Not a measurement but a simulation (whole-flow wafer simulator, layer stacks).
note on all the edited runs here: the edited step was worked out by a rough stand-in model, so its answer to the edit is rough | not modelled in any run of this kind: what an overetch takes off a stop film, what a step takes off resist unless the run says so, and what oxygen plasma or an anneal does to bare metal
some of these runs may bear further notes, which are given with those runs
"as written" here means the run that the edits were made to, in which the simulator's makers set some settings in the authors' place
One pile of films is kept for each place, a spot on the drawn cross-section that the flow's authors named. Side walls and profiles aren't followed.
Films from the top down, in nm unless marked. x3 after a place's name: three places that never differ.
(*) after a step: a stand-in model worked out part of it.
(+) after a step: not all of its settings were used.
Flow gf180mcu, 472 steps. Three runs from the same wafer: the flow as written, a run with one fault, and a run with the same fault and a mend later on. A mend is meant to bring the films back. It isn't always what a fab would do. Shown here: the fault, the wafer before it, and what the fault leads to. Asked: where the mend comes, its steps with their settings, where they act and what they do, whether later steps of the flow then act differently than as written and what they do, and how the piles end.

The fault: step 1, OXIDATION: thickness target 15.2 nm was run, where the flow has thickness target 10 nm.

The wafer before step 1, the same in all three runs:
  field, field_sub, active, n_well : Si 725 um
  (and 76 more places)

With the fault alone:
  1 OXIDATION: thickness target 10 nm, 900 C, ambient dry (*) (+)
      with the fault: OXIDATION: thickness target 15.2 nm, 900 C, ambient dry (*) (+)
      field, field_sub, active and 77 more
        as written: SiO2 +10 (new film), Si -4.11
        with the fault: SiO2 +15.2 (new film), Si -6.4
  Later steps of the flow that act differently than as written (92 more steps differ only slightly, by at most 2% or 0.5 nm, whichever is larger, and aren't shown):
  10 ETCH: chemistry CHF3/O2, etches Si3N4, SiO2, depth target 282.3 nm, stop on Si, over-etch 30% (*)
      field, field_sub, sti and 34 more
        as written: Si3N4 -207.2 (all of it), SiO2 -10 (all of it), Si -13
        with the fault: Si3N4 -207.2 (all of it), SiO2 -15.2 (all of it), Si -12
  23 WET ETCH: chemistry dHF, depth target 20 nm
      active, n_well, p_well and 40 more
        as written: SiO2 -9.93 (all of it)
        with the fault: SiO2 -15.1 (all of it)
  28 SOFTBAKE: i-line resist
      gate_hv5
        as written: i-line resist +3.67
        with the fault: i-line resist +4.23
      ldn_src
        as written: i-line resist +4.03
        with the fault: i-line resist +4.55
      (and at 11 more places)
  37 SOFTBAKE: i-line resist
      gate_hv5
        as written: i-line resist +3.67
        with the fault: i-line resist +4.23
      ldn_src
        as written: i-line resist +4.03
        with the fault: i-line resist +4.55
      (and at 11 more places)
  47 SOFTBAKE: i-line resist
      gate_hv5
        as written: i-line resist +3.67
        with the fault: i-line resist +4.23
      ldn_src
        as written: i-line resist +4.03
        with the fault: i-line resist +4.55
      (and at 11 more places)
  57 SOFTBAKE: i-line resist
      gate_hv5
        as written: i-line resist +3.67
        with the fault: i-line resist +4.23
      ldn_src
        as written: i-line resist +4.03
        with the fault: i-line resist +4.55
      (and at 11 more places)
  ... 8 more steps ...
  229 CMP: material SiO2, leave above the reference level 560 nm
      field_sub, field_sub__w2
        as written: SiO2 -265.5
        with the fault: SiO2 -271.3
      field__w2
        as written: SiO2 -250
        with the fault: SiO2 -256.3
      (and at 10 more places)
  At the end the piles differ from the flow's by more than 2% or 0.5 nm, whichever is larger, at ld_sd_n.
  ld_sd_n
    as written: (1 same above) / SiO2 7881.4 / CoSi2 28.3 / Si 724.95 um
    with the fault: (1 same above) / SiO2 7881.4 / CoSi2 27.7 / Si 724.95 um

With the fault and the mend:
  The mend comes after step 1.
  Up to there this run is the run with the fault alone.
  1a WET ETCH: chemistry dHF, depth target 5.2 nm, 25 C, dilution 100:1
      field, field_sub, active and 77 more
        SiO2 -5.2
  No later step of the flow acts differently than as written at any place that is followed.
  At the end the piles differ from the flow's only slightly at the places that both follow, by at most 2% or 0.5 nm, whichever is larger.
